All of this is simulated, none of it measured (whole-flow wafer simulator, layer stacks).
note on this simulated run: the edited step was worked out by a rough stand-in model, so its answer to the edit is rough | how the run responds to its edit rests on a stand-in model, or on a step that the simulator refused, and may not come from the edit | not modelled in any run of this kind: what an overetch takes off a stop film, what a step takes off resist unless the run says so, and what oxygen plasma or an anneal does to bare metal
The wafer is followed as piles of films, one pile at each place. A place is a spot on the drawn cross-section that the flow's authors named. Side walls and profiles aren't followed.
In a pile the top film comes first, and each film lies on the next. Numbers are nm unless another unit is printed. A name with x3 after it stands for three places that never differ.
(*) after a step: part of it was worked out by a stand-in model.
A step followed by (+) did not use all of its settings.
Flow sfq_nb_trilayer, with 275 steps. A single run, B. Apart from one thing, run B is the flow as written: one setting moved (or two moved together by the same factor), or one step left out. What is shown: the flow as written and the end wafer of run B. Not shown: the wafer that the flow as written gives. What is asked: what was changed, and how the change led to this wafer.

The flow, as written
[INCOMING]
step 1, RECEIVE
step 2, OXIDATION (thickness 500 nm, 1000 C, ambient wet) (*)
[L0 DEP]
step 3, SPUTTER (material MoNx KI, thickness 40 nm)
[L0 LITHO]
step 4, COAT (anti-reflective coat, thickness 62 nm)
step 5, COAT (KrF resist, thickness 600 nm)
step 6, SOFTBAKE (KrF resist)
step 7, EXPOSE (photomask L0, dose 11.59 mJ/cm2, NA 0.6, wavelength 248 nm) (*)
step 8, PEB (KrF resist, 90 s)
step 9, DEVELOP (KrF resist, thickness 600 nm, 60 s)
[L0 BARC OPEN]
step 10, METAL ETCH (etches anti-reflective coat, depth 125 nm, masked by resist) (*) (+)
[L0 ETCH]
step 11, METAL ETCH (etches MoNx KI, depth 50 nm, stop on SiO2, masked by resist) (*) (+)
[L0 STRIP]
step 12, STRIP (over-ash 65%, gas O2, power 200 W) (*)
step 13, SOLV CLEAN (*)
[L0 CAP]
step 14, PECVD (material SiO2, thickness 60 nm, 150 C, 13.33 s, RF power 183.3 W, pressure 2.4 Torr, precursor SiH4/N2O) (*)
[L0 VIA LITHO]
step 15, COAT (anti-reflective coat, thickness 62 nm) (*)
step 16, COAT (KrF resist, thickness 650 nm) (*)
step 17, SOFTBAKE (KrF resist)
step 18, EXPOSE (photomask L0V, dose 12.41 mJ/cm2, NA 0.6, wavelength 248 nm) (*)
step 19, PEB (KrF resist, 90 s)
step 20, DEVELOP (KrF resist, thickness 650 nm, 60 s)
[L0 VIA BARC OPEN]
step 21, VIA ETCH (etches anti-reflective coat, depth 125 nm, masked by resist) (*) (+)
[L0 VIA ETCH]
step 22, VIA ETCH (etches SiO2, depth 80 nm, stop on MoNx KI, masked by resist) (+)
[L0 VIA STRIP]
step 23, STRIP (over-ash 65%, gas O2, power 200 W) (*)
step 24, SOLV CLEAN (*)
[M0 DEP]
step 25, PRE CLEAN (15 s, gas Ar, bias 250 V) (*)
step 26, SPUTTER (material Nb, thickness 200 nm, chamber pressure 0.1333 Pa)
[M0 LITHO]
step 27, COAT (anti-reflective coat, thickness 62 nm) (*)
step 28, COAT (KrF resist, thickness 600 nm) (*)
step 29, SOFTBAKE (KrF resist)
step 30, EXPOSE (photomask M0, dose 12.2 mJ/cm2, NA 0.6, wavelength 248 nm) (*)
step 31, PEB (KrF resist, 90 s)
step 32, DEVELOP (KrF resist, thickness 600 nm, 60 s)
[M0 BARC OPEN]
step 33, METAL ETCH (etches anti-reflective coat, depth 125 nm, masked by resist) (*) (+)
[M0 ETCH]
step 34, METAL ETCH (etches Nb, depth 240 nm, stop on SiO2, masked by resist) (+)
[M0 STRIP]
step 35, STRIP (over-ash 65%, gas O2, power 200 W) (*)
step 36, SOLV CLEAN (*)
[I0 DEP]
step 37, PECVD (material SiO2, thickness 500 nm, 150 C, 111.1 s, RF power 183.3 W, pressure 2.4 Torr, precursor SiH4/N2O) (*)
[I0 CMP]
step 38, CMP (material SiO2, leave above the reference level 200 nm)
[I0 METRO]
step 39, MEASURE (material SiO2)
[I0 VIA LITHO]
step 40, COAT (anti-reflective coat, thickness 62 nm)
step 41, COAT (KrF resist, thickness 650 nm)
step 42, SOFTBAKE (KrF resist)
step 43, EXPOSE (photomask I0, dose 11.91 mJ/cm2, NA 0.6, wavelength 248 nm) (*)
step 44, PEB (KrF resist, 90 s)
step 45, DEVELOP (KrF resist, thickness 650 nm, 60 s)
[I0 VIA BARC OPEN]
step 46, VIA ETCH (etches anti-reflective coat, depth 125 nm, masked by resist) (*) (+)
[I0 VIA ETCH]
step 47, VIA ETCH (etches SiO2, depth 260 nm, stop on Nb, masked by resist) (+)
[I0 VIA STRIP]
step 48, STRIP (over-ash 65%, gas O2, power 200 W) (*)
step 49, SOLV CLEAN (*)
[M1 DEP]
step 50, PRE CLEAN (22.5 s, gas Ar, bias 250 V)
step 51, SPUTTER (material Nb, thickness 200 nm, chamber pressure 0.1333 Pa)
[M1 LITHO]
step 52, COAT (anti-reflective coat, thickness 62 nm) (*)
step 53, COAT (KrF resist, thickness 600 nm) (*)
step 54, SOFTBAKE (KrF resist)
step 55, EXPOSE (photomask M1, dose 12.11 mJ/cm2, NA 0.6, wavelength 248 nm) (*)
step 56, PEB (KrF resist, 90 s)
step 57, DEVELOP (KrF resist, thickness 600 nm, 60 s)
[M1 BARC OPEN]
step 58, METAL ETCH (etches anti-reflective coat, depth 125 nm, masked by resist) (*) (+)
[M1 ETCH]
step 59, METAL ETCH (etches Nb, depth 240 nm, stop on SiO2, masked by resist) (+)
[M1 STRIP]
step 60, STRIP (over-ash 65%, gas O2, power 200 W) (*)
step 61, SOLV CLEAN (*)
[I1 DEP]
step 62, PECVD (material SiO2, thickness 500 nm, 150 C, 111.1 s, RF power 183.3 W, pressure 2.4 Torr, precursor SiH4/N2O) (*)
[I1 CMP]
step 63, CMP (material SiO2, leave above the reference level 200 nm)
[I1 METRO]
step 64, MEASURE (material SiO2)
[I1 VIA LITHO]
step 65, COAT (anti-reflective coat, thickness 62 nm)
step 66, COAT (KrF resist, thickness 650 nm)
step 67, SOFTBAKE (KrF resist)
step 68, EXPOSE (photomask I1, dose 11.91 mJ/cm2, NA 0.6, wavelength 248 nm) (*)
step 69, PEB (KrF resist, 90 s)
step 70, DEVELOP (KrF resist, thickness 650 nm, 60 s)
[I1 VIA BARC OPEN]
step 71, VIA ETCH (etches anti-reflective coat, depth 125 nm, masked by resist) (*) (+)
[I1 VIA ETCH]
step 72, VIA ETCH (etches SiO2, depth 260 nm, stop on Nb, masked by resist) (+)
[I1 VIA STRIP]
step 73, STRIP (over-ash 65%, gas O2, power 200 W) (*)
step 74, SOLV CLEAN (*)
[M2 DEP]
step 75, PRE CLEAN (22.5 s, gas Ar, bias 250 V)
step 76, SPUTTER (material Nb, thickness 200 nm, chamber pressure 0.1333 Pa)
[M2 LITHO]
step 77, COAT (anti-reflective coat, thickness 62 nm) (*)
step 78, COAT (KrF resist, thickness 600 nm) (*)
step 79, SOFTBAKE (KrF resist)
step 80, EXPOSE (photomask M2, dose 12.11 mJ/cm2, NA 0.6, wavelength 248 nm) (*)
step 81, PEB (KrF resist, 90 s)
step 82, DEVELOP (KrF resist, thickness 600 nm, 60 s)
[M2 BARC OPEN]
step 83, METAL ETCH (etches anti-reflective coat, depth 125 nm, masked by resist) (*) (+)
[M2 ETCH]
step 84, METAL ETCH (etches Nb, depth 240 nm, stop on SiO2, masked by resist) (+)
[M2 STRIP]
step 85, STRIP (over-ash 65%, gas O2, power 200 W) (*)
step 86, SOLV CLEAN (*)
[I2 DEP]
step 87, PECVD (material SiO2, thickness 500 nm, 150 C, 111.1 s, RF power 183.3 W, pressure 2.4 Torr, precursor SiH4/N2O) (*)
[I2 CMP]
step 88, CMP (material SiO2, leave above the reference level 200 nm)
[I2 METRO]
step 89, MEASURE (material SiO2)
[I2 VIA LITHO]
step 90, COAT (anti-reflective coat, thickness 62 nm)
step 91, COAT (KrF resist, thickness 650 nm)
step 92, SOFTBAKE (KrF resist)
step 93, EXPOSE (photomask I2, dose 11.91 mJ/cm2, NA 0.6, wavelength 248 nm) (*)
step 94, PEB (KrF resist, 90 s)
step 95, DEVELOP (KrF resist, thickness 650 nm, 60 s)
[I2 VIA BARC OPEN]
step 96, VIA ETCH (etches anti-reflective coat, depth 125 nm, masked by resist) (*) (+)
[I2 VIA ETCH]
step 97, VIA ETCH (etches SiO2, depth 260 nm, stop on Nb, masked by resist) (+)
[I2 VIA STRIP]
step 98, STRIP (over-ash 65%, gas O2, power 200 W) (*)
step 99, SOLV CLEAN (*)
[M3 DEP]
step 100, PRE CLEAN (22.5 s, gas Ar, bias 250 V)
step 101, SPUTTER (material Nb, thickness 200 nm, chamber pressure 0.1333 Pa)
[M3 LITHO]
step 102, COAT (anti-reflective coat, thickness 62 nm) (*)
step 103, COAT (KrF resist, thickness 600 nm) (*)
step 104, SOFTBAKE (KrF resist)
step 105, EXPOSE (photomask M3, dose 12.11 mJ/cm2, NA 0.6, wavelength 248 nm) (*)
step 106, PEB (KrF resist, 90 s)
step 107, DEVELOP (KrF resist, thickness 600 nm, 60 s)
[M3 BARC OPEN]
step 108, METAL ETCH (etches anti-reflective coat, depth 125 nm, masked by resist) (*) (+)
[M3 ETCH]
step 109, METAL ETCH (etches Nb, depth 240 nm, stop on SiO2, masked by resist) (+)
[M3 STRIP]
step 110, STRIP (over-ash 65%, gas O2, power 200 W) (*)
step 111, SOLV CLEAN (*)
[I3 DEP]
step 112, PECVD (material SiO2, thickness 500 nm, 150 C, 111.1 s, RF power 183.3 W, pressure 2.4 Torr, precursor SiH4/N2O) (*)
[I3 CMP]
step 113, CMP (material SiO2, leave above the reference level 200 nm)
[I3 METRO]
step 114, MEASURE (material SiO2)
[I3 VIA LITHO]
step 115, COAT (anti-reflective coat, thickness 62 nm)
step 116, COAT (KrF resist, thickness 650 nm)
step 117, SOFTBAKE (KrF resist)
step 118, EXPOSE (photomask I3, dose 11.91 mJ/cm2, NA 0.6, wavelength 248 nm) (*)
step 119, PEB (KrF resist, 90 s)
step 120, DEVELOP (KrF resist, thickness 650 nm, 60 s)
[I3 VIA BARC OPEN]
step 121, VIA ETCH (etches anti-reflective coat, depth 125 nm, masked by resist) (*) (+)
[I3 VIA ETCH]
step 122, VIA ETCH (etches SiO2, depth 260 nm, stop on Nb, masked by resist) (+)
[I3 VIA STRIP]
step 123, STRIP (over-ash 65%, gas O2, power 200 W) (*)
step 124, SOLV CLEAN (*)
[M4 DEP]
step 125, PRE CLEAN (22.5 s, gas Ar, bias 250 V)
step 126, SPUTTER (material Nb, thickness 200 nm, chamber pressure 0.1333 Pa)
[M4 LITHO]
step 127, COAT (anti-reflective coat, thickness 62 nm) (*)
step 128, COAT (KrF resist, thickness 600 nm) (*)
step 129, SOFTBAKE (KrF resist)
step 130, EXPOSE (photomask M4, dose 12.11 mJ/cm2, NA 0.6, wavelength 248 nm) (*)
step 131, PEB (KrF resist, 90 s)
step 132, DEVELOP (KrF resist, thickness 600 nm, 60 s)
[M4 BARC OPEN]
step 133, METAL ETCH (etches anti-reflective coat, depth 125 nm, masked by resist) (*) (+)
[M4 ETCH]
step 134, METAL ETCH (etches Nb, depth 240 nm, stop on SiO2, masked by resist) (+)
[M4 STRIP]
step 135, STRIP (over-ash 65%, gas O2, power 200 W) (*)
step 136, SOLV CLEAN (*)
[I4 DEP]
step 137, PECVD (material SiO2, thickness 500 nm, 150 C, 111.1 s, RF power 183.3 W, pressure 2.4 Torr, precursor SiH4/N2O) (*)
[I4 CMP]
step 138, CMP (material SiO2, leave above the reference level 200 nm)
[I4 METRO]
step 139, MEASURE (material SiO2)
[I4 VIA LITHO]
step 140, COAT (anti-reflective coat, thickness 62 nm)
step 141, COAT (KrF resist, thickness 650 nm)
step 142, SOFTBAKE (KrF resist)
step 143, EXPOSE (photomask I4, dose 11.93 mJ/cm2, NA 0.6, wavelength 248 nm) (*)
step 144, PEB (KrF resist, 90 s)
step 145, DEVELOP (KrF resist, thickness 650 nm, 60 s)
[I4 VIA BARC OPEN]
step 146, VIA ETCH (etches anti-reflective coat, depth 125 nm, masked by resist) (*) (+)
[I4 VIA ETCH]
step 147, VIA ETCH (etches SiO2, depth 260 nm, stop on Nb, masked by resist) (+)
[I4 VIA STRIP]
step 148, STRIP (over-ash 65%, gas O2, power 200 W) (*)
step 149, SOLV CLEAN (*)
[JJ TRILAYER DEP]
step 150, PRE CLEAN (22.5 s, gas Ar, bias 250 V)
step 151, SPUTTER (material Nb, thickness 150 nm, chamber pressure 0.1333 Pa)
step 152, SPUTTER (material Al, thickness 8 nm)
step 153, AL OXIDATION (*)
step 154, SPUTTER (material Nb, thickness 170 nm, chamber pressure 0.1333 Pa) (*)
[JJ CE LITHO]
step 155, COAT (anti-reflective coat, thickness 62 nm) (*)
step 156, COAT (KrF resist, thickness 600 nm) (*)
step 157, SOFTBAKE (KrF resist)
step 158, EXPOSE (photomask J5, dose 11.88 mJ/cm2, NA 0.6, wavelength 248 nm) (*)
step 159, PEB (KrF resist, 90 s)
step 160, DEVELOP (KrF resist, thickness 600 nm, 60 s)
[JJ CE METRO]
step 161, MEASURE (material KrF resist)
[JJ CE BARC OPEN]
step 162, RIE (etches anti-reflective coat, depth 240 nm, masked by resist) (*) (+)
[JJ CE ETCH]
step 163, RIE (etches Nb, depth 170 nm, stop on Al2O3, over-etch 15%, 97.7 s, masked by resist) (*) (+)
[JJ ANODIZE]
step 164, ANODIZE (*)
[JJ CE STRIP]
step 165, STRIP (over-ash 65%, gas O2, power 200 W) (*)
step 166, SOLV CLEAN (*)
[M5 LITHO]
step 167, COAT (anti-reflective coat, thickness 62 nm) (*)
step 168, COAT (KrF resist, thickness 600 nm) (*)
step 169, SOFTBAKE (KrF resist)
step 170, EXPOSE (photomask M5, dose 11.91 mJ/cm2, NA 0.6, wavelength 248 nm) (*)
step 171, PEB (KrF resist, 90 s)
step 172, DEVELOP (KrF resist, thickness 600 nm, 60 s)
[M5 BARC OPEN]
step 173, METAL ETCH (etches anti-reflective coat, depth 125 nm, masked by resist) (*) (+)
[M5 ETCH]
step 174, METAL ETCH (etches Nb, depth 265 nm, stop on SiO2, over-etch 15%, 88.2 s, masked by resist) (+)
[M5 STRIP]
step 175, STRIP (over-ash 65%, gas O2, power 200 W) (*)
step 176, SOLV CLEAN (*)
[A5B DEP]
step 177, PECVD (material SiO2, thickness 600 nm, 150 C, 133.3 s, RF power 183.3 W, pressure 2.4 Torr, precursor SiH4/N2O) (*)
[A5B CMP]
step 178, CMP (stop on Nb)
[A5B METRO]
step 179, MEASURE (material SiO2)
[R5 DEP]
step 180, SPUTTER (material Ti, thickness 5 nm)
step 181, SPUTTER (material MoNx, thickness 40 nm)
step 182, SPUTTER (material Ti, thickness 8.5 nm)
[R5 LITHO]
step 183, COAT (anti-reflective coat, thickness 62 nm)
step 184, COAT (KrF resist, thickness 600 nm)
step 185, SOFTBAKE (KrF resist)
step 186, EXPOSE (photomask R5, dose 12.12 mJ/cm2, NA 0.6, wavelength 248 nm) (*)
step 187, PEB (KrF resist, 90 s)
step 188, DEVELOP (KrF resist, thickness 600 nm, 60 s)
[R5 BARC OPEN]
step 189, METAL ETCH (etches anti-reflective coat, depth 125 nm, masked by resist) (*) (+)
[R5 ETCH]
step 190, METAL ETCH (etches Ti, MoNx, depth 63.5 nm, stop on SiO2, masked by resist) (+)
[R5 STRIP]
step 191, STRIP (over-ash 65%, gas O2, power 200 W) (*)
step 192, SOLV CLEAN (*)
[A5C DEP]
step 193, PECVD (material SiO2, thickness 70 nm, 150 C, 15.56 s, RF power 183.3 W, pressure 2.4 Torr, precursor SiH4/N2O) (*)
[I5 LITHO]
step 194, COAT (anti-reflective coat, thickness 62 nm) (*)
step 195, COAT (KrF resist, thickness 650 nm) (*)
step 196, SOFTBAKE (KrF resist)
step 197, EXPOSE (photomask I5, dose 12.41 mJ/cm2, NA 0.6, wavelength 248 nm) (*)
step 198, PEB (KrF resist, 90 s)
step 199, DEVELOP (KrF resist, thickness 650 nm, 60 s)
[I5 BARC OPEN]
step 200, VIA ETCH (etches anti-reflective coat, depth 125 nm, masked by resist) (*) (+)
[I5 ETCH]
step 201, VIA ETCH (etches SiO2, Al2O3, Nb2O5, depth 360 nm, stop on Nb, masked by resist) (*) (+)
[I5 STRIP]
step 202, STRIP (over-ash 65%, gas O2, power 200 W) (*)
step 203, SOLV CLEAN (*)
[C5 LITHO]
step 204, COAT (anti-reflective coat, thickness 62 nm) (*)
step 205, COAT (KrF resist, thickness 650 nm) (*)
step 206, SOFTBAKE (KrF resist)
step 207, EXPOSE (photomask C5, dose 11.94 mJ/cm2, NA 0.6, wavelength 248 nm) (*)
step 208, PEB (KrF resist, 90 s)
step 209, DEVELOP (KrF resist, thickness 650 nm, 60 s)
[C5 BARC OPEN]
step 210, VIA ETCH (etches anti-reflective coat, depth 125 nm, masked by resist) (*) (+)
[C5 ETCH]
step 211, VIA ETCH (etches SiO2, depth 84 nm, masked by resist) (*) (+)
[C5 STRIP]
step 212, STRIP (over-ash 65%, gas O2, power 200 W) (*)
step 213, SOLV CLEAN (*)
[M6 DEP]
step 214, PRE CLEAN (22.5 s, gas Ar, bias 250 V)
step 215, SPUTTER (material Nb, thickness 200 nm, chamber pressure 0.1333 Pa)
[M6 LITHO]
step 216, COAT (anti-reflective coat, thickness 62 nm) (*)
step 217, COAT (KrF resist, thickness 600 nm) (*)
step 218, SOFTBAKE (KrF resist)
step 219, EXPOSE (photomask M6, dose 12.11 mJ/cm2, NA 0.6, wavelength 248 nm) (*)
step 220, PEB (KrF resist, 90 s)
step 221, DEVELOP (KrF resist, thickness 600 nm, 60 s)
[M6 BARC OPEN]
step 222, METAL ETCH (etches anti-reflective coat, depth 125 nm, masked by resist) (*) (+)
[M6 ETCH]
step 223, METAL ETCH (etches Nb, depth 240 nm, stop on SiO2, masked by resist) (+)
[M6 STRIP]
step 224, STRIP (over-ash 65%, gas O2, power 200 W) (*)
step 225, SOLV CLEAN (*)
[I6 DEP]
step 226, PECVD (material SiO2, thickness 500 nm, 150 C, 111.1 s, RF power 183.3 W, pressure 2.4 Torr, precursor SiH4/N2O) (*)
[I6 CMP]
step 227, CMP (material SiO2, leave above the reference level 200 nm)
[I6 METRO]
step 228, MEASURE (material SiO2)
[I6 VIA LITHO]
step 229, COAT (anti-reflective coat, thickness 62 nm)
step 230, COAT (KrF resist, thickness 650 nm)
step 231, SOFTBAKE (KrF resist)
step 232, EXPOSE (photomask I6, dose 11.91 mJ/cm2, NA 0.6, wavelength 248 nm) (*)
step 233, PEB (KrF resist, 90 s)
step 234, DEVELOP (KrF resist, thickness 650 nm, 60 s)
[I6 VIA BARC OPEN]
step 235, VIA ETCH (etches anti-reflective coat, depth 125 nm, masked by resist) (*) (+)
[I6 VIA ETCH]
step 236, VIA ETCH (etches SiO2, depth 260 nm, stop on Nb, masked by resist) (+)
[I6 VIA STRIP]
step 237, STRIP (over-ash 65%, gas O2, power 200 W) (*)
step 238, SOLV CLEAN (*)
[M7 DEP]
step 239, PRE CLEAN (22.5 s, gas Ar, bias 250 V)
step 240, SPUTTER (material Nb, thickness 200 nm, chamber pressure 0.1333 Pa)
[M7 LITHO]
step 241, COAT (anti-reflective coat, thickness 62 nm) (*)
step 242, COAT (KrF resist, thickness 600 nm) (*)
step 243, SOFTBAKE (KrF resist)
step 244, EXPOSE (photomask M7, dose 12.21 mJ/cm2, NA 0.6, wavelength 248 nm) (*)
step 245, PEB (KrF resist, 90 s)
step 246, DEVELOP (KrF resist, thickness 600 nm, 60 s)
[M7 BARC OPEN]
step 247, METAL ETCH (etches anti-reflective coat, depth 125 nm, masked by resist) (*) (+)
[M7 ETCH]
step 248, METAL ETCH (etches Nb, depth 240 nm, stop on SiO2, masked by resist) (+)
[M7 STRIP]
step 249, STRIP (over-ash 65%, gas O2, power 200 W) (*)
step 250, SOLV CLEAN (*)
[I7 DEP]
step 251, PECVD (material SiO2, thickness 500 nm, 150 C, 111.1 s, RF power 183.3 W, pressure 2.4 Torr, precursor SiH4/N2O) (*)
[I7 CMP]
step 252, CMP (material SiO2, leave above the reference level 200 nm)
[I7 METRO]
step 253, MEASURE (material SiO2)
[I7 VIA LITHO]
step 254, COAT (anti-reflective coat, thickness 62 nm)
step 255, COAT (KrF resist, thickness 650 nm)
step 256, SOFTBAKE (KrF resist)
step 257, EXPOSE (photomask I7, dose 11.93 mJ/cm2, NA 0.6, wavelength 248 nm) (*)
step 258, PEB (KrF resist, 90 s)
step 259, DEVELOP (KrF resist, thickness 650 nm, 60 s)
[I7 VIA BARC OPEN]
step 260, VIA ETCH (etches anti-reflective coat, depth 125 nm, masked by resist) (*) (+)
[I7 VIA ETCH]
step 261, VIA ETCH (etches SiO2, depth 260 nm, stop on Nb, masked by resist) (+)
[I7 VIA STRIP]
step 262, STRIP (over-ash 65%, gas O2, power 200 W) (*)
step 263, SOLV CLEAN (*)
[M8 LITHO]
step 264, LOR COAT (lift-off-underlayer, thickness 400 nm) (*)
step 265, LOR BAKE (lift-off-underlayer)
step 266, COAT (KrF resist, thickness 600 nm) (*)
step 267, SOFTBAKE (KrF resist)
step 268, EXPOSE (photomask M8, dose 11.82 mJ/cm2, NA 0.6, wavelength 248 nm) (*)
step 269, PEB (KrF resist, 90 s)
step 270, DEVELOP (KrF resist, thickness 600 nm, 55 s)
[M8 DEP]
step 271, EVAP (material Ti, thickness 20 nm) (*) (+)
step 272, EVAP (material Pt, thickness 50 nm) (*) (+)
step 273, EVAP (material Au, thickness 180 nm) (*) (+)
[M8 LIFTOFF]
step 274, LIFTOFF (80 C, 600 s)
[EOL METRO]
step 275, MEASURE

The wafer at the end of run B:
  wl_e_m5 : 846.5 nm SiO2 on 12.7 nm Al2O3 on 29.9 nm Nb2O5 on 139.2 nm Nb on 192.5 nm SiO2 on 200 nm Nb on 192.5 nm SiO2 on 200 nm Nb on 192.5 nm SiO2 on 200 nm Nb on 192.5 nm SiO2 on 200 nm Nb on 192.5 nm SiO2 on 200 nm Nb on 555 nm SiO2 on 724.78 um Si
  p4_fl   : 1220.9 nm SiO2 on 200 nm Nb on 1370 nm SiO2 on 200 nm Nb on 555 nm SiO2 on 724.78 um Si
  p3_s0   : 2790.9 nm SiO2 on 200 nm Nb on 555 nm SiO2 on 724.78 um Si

Cause: step 251, PECVD: thickness 245 nm was run, while the flow as written has thickness 500 nm; step 251, PECVD: 54.44 s was run, where the flow has 111.1 s.

Step by step, how the change led to this:
  step 251, PECVD (material SiO2, thickness 500 nm, 150 C, 111.1 s, RF power 183.3 W, pressure 2.4 Torr, precursor SiH4/N2O) (*)
      field_l, p4_fl, p4_fm and 56 more: +245 SiO2 (as written it would have been: +500 SiO2)
      v_sur, via_wl, via_w and 37 more: +245 SiO2 (new film) (as written it would have been: +500 SiO2 (new film))
      (as well as at 7 more places)
  step 252, CMP (material SiO2, leave above the reference level 200 nm)
      field_l, p4_fl, p4_fm and 56 more: nothing (as written it would have been: -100 SiO2)
      field_r, lsp_l: nothing (as written it would have been: -77.7 SiO2)
      (as well as at 45 more places)
  step 254, COAT (anti-reflective coat, thickness 62 nm)
      p3_s1, p3_l2, p3_s2, p3_s5, p3_l6: +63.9 anti-reflective coat (new film) (as written it would have been: +62 anti-reflective coat (new film))
      wl_c_sr, wl_d_sl, wl_d_m1, wl_d_sr, wl_e_sl: +70.1 anti-reflective coat (new film) (as written it would have been: +62 anti-reflective coat (new film))
      (as well as at 84 more places)
  step 255, COAT (KrF resist, thickness 650 nm)
      m0r_line_l x2, m6r_line_l x2: +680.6 KrF resist (new film) (as written it would have been: +650 KrF resist (new film))
      m0r_space_l x2, m6r_space_l x2: +669.8 KrF resist (new film) (as written it would have been: +650 KrF resist (new film))
      (as well as at 76 more places)
  step 259, DEVELOP (KrF resist, thickness 650 nm, 60 s)
      via_wl: -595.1 KrF resist (all of it) (as written it would have been: -648.6 KrF resist (all of it))
      via_w: -603.5 KrF resist (all of it) (as written it would have been: -648.6 KrF resist (all of it))
      (as well as at 1 more place)
  step 260, VIA ETCH (etches anti-reflective coat, depth 125 nm, masked by resist) (*) (+)
      field_l, v_sur, via_sp and 100 more: -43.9 KrF resist (as written it would have been: -51.7 KrF resist)
      via_wl: -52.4 anti-reflective coat (all of it), -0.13 SiO2 (as written it would have been: -62 anti-reflective coat (all of it), -0.16 SiO2)
      (as well as at 2 more places)
  step 262, STRIP (over-ash 65%, gas O2, power 200 W) (*)
      m0r_line_l x2, m6r_line_l x2: -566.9 KrF resist (all of it), -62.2 anti-reflective coat (all of it) (as written it would have been: -528.6 KrF resist (all of it), -62 anti-reflective coat (all of it))
      m0r_space_l x2, m6r_space_l x2: -556.2 KrF resist (all of it), -80.4 anti-reflective coat (all of it) (as written it would have been: -528.6 KrF resist (all of it), -62 anti-reflective coat (all of it))
      (as well as at 90 more places)
  step 264, LOR COAT (lift-off-underlayer, thickness 400 nm) (*)
      m0r_line_l x2, m6r_line_l x2: +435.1 lift-off-underlayer (new film) (as written it would have been: +400 lift-off-underlayer (new film))
      m0r_space_l x2, m6r_space_l x2: +448.9 lift-off-underlayer (new film) (as written it would have been: +400 lift-off-underlayer (new film))
      (as well as at 82 more places)
  step 266, COAT (KrF resist, thickness 600 nm) (*)
      m0r_line_l x2, m6r_line_l x2: +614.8 KrF resist (new film) (as written it would have been: +600 KrF resist (new film))
      c5j, ce_r: +579.1 KrF resist (new film) (as written it would have been: +597.1 KrF resist (new film))
      (as well as at 54 more places)
  step 270, DEVELOP (KrF resist, thickness 600 nm, 55 s)
      field_l: -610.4 KrF resist (all of it), -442 lift-off-underlayer (all of it) (as written it would have been: -593.7 KrF resist (all of it), -388.2 lift-off-underlayer (all of it))
      v_sur: -589.9 KrF resist (all of it), -312.6 lift-off-underlayer (all of it) (as written it would have been: -607.3 KrF resist (all of it), -369.4 lift-off-underlayer (all of it))
      (as well as at 9 more places)
  step 274, LIFTOFF (80 C, 600 s)
      m0r_line_l x2, m6r_line_l x2: -180 Au (all of it), -50 Pt (all of it), -20 Ti (all of it), -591 KrF resist (all of it), -435.1 lift-off-underlayer (all of it) (as written it would have been: -180 Au (all of it), -50 Pt (all of it), -20 Ti (all of it), -576.2 KrF resist (all of it), -400 lift-off-underlayer (all of it))
      m0r_space_l x2, m6r_space_l x2: -180 Au (all of it), -50 Pt (all of it), -20 Ti (all of it), -579.8 KrF resist (all of it), -448.9 lift-off-underlayer (all of it) (as written it would have been: -180 Au (all of it), -50 Pt (all of it), -20 Ti (all of it), -576.2 KrF resist (all of it), -400 lift-off-underlayer (all of it))
      (as well as at 71 more places)
